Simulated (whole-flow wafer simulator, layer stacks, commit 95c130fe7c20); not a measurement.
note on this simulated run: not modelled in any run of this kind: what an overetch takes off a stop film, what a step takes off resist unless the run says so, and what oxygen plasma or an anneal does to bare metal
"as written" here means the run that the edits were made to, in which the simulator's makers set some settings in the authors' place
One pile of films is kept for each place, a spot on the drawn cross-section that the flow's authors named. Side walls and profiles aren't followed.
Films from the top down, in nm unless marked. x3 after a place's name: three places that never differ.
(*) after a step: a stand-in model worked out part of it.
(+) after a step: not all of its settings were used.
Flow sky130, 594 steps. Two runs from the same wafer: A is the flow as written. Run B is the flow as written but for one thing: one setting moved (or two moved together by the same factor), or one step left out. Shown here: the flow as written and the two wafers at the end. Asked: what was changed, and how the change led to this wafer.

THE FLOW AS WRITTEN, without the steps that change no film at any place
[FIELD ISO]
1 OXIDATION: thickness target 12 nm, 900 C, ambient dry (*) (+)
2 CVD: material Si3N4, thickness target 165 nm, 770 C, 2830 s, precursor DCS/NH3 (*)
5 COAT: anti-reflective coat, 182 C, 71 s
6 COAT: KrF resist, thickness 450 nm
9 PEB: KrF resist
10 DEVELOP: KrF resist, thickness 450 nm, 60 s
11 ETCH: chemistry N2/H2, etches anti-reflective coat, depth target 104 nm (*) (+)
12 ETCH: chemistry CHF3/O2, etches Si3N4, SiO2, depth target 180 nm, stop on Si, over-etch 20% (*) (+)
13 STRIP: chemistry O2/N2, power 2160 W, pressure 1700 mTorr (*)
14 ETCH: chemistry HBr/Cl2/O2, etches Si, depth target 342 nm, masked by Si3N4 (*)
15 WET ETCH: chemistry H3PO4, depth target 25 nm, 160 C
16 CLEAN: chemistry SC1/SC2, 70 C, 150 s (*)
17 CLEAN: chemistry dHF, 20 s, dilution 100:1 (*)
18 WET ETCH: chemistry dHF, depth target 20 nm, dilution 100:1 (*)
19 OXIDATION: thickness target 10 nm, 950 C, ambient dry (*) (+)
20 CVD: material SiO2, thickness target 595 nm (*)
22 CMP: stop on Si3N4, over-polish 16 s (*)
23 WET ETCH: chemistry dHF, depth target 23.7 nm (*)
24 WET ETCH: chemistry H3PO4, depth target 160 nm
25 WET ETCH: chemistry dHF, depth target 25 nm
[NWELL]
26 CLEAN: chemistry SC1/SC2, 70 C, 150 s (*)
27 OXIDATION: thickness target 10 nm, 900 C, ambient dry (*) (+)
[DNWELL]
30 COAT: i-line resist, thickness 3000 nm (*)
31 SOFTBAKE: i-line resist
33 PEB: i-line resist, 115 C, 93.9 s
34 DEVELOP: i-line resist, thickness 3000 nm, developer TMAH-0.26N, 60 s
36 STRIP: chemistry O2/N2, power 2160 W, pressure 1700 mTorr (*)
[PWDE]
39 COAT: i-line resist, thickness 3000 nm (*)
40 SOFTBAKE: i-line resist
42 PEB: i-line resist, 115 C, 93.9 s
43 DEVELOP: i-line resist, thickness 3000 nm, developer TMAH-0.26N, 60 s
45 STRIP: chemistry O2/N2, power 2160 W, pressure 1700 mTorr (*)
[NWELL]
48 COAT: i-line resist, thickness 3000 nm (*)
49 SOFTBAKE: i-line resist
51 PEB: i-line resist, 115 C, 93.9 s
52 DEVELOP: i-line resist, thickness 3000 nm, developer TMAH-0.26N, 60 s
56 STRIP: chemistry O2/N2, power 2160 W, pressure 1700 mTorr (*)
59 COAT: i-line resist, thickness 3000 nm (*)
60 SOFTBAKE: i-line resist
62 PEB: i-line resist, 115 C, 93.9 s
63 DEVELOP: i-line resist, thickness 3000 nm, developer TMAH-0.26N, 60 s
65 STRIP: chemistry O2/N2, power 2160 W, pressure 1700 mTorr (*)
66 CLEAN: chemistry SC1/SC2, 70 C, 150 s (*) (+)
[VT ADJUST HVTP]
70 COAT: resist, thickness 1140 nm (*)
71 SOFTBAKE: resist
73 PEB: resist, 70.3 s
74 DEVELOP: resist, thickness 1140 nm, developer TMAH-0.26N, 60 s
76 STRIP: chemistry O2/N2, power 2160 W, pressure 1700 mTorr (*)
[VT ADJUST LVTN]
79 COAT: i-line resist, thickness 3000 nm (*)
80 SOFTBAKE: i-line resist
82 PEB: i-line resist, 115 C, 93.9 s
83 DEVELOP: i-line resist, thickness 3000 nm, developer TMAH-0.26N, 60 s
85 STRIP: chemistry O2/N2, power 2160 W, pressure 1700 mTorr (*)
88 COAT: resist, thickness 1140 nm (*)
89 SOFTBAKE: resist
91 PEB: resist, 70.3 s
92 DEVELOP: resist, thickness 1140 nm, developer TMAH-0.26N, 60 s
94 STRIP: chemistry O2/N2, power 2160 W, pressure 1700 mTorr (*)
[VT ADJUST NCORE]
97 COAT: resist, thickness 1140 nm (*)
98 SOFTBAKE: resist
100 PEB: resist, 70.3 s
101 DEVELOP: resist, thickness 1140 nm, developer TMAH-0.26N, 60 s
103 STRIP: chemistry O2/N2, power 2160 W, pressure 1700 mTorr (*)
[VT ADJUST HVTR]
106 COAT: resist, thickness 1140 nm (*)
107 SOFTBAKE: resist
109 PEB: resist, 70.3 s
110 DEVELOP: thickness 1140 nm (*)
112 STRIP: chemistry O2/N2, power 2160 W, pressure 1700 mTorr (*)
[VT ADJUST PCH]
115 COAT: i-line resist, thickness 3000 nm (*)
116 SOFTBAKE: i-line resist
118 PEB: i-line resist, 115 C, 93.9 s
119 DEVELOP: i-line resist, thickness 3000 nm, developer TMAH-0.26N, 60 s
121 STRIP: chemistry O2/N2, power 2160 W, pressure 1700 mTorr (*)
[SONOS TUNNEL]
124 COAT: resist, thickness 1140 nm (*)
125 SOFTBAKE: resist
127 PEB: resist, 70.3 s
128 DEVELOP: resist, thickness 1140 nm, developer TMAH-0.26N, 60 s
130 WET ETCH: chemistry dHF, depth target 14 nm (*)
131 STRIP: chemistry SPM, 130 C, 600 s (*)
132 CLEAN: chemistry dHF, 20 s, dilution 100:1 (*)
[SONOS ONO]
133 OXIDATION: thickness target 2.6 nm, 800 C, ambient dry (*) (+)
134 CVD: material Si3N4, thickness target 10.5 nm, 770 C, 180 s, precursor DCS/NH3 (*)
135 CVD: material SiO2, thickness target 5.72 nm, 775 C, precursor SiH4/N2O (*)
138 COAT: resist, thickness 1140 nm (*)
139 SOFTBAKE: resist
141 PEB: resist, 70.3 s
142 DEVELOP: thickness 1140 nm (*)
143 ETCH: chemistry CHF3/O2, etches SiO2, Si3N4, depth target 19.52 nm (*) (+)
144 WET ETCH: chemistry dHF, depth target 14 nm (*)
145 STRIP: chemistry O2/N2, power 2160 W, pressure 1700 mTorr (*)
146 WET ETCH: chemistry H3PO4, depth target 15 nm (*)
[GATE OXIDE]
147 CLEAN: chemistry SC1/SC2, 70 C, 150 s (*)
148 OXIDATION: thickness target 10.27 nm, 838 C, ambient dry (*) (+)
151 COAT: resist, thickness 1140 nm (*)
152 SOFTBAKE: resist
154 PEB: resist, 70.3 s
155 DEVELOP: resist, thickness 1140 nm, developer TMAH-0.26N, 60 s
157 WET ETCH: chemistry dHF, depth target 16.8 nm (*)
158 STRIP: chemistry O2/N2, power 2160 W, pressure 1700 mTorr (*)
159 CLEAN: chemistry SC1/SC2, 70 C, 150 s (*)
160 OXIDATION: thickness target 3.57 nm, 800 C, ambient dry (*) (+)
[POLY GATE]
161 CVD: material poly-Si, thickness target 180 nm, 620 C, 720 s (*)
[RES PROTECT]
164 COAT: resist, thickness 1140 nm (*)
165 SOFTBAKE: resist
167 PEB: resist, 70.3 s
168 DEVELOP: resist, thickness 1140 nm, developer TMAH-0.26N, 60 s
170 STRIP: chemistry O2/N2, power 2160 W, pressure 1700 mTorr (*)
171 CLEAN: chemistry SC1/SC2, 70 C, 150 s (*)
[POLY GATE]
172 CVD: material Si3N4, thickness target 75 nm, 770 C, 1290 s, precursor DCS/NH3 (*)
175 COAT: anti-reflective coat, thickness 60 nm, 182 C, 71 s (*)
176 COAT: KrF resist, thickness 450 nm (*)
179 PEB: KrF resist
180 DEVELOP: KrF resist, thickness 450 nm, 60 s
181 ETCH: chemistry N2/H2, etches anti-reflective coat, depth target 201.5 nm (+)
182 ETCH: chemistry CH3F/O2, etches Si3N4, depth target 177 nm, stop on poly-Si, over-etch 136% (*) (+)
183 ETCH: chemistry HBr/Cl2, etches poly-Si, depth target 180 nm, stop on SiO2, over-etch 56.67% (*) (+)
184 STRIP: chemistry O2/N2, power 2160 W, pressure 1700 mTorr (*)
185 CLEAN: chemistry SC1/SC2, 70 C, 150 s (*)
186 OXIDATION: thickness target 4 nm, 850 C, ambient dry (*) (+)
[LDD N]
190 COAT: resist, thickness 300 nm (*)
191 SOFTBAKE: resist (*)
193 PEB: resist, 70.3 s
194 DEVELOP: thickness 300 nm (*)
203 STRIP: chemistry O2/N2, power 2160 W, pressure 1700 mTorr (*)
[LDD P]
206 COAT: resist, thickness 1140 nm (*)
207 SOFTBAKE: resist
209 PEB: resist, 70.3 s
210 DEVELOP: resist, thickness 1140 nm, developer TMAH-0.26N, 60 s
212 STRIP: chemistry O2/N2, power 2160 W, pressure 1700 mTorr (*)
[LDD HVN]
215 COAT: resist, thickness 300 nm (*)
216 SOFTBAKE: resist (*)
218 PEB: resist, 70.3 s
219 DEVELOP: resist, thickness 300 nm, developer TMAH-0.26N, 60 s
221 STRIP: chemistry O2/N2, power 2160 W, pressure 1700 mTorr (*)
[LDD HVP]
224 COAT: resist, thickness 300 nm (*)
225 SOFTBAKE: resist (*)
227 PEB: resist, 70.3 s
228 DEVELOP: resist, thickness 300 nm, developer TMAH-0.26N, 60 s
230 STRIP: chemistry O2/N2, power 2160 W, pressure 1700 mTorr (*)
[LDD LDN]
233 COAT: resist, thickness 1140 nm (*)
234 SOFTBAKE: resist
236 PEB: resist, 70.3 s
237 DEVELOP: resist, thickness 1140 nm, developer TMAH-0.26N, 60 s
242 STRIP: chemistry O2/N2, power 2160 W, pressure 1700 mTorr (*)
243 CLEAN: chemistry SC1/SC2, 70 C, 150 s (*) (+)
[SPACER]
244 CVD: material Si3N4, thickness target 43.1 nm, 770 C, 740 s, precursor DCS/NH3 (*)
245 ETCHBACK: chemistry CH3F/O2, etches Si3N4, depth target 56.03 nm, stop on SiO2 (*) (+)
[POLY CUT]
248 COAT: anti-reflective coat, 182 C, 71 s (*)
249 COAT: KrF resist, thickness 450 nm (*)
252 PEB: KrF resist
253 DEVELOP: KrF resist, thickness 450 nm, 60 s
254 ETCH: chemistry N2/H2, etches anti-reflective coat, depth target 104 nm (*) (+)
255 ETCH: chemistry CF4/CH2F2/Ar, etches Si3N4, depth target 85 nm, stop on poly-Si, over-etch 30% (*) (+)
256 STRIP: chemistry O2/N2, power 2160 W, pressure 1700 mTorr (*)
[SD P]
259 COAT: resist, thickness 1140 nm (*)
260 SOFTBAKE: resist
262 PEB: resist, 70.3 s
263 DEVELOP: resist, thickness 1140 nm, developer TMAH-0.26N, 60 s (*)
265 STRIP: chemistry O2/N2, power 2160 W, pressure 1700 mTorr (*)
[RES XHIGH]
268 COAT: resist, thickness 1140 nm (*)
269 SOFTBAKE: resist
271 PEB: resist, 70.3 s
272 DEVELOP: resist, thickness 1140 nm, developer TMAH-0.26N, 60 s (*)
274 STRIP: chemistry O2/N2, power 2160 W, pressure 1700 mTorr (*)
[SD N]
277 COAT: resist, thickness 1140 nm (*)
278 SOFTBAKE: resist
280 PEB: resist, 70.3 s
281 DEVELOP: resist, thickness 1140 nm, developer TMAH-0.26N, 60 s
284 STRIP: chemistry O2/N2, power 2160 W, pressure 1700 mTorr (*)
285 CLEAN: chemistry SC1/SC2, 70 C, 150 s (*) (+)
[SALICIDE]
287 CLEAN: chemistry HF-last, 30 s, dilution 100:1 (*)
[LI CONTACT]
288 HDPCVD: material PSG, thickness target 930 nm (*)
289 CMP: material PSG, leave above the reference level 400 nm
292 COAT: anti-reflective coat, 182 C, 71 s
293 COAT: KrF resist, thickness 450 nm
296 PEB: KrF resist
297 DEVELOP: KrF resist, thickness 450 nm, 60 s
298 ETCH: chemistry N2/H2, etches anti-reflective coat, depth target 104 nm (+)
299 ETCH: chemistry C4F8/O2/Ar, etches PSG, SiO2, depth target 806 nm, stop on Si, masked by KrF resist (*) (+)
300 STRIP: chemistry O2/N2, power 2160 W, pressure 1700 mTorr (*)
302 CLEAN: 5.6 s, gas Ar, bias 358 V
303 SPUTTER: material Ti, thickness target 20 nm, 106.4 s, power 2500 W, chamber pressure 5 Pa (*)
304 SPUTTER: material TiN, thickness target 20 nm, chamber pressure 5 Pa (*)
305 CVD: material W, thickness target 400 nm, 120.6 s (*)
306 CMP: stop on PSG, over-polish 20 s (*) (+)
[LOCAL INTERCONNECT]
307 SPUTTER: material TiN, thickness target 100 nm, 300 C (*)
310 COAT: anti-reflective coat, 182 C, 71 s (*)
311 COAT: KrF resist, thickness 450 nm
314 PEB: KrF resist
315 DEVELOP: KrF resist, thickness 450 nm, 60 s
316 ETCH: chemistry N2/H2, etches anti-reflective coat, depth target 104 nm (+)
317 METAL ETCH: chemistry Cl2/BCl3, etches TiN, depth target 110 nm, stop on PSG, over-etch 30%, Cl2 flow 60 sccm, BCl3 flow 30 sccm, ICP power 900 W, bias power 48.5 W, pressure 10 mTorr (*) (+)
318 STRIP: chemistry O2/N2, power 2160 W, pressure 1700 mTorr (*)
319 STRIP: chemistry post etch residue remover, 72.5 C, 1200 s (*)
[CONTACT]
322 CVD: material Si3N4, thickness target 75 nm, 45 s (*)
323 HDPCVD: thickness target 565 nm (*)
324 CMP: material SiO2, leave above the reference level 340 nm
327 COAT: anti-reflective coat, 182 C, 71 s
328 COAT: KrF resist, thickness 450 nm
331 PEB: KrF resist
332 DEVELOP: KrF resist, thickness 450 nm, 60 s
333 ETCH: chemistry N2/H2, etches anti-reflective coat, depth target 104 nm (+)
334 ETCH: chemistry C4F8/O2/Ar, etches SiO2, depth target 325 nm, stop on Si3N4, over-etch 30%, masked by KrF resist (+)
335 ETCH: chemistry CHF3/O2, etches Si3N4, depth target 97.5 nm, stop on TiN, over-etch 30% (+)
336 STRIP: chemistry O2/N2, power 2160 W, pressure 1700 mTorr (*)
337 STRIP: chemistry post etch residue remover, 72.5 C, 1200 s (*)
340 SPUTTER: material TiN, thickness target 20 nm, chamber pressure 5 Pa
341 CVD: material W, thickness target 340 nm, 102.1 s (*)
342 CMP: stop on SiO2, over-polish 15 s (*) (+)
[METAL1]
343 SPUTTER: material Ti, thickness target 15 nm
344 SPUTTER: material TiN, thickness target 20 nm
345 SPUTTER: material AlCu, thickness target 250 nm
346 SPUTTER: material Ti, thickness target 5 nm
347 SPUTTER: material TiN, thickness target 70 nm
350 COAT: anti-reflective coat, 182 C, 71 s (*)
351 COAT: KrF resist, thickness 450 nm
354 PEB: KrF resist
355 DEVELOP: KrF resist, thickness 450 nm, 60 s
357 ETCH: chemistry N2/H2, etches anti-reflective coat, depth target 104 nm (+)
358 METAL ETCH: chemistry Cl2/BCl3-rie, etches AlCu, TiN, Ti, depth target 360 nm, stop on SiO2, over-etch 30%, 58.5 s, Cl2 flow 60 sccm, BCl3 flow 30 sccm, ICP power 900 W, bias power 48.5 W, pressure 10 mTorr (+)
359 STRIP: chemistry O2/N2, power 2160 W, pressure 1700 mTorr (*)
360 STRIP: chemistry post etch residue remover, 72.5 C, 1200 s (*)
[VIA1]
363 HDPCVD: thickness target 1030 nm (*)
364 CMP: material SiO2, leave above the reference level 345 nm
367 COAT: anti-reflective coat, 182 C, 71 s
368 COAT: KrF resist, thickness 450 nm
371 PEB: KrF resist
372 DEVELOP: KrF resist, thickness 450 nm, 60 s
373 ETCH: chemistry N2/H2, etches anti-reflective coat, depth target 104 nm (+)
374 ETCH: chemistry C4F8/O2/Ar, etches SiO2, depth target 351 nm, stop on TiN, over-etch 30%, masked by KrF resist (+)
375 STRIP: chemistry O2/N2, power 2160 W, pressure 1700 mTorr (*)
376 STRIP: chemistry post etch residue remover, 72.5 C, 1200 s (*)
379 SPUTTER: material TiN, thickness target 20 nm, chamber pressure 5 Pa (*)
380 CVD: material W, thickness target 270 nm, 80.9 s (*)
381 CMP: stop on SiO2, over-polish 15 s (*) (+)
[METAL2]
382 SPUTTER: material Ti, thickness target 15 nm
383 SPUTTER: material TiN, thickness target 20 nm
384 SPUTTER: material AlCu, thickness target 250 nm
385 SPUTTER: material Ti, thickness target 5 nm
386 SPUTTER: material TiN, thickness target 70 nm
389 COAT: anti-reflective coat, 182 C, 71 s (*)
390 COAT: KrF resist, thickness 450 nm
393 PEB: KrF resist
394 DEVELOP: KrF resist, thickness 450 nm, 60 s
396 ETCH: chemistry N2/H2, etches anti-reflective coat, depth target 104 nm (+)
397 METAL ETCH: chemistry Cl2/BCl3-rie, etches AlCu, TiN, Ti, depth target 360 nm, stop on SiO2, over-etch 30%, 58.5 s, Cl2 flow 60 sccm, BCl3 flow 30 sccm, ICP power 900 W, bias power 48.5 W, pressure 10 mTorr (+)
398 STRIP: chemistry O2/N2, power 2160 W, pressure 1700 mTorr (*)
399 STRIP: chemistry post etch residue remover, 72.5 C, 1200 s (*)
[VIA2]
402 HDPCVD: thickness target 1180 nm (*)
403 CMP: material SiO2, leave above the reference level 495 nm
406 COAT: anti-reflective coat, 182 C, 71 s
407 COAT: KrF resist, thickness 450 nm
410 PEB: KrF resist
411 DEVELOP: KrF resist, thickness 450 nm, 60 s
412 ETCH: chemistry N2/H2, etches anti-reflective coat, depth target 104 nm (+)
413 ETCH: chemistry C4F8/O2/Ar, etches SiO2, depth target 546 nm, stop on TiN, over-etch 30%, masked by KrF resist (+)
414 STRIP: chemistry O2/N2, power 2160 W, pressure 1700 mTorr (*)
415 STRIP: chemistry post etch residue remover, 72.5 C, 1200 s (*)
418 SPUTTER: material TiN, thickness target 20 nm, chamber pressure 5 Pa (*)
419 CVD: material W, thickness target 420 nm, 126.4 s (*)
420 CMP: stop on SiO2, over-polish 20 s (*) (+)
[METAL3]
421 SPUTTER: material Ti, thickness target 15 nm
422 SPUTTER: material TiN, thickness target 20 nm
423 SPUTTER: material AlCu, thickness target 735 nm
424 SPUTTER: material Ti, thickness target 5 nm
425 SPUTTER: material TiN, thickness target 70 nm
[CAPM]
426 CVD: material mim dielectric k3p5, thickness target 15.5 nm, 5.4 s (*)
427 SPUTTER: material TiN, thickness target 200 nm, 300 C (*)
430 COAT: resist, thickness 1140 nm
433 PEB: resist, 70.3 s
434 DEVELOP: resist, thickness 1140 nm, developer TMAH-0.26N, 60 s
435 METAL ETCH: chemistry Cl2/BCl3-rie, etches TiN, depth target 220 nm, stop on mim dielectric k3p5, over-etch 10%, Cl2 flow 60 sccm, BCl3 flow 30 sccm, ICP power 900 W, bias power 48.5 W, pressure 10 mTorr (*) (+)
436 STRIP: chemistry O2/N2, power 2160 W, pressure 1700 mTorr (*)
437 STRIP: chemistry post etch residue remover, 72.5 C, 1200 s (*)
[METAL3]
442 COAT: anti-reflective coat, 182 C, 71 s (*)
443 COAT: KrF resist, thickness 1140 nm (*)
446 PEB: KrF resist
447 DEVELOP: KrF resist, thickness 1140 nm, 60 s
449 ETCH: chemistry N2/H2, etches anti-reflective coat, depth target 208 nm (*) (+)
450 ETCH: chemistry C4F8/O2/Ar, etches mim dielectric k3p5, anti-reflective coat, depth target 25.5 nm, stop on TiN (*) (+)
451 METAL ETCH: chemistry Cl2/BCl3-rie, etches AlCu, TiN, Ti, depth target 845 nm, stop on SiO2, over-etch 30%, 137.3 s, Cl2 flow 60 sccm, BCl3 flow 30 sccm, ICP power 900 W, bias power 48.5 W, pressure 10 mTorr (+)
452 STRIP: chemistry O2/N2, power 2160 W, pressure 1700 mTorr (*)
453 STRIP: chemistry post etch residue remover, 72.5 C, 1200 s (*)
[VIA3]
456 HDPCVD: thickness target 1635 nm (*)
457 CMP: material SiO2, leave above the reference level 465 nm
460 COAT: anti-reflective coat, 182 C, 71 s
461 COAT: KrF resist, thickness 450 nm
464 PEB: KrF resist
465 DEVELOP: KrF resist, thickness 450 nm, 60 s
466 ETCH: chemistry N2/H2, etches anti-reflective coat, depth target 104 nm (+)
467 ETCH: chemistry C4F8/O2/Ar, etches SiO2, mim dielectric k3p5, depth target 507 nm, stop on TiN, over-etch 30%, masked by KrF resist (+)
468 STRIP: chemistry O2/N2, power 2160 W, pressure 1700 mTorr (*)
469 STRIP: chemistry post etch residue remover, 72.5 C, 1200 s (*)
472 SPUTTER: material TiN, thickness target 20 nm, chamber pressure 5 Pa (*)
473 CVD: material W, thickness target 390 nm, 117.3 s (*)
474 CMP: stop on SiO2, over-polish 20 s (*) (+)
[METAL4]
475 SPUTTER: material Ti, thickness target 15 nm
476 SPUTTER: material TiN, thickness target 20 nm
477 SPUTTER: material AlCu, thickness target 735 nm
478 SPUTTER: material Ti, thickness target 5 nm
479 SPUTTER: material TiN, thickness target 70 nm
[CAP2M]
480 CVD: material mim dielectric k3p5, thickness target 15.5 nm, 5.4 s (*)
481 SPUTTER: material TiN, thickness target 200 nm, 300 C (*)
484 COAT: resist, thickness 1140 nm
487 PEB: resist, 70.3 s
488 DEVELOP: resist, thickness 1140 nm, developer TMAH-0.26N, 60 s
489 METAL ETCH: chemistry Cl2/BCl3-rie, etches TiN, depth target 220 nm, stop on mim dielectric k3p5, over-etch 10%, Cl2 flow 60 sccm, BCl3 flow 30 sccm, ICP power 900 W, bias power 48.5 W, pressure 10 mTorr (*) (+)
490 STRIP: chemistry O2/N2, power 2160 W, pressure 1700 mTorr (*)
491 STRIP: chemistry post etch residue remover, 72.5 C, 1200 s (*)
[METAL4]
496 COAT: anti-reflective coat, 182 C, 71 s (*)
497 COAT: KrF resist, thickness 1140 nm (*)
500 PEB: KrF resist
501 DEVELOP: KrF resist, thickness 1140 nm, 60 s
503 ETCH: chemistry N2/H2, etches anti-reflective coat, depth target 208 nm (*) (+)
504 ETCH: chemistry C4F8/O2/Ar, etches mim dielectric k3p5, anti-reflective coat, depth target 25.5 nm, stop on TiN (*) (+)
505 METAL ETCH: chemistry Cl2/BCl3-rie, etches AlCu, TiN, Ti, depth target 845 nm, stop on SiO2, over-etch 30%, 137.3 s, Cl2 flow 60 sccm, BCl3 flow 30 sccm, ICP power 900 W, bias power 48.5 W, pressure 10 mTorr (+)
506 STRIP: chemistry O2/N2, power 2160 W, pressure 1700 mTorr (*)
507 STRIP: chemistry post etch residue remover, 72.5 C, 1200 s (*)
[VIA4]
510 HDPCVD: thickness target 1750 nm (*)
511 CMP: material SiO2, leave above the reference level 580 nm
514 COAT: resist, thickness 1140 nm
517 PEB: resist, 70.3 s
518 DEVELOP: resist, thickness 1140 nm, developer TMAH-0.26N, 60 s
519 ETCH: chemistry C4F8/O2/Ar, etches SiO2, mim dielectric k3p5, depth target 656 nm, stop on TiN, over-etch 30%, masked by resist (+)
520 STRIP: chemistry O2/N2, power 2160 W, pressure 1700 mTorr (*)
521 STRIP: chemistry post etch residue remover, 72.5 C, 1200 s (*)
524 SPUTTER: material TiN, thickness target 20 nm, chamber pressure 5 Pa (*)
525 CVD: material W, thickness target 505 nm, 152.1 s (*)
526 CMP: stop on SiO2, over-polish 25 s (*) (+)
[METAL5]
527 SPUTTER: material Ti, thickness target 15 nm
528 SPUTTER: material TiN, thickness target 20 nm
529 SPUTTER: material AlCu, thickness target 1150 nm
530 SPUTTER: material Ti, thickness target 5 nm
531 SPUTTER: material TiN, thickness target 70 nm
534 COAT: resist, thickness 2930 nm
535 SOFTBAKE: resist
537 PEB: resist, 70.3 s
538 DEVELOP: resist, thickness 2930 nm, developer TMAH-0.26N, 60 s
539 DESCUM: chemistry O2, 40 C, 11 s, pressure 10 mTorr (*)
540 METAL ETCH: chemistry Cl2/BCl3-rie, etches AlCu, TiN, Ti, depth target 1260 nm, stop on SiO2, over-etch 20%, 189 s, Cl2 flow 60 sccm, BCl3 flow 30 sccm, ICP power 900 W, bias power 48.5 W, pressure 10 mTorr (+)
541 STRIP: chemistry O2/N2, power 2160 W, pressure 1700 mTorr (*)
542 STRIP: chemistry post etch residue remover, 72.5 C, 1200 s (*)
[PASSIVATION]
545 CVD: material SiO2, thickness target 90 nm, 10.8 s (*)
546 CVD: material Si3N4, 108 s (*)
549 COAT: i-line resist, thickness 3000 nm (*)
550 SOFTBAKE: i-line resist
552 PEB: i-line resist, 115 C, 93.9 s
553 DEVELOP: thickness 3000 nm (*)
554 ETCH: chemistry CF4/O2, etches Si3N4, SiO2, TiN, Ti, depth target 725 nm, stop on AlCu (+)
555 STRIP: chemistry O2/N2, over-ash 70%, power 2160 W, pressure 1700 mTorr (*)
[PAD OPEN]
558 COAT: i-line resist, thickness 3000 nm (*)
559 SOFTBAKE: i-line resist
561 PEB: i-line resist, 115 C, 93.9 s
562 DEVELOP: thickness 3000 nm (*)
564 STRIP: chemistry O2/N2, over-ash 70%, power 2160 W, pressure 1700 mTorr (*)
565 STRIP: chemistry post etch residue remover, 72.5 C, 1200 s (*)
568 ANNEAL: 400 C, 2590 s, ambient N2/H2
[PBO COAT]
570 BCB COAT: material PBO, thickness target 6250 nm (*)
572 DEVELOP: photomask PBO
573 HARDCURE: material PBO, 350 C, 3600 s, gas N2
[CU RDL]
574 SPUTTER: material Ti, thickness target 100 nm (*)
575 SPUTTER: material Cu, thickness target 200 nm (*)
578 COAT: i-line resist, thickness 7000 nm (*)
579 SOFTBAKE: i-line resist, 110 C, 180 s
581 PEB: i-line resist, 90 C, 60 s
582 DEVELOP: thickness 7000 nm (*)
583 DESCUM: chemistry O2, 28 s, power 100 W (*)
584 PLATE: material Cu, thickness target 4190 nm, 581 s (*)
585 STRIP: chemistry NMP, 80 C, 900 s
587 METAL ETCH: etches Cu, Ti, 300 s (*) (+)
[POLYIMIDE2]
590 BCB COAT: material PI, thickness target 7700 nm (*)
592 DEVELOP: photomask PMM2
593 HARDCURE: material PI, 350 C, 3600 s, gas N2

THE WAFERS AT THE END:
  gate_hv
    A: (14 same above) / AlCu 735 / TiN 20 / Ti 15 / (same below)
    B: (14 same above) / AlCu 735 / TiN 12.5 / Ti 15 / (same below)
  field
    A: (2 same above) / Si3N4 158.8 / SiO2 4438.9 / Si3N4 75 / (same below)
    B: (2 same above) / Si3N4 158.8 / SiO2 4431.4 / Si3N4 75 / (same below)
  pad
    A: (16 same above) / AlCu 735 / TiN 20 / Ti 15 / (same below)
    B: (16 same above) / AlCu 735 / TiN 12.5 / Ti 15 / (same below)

The cause: step 422, SPUTTER: thickness target 12.5 nm was run, where the flow has thickness target 20 nm.
It can be read off the wafer: gate_hv has TiN 12.5, and step 422 as written asks for 20 nm.

How the change led to this, step by step:
  422 SPUTTER: material TiN, thickness target 20 nm
      field, active, n_well and 188 more: A TiN +20 (new film) | B TiN +12.5 (new film)
  451 METAL ETCH: chemistry Cl2/BCl3-rie, etches AlCu, TiN, Ti, depth target 845 nm, stop on SiO2, over-etch 30%, 137.3 s, Cl2 flow 60 sccm, BCl3 flow 30 sccm, ICP power 900 W, bias power 48.5 W, pressure 10 mTorr (+)
      field, gate, spacer and 68 more: A TiN -70 (all of it), Ti -5 (all of it), AlCu -735 (all of it), TiN -20 (all of it), Ti -15 (all of it), SiO2 -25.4 | B TiN -70 (all of it), Ti -5 (all of it), AlCu -735 (all of it), TiN -12.5 (all of it), Ti -15 (all of it), SiO2 -26.1
      active, vpp_ln, vpp_iso2 and 11 more: A TiN -70 (all of it), Ti -5 (all of it), AlCu -735 (all of it), TiN -20 (all of it), Ti -15 (all of it), SiO2 -25.3 | B TiN -70 (all of it), Ti -5 (all of it), AlCu -735 (all of it), TiN -12.5 (all of it), Ti -15 (all of it), SiO2 -26.1
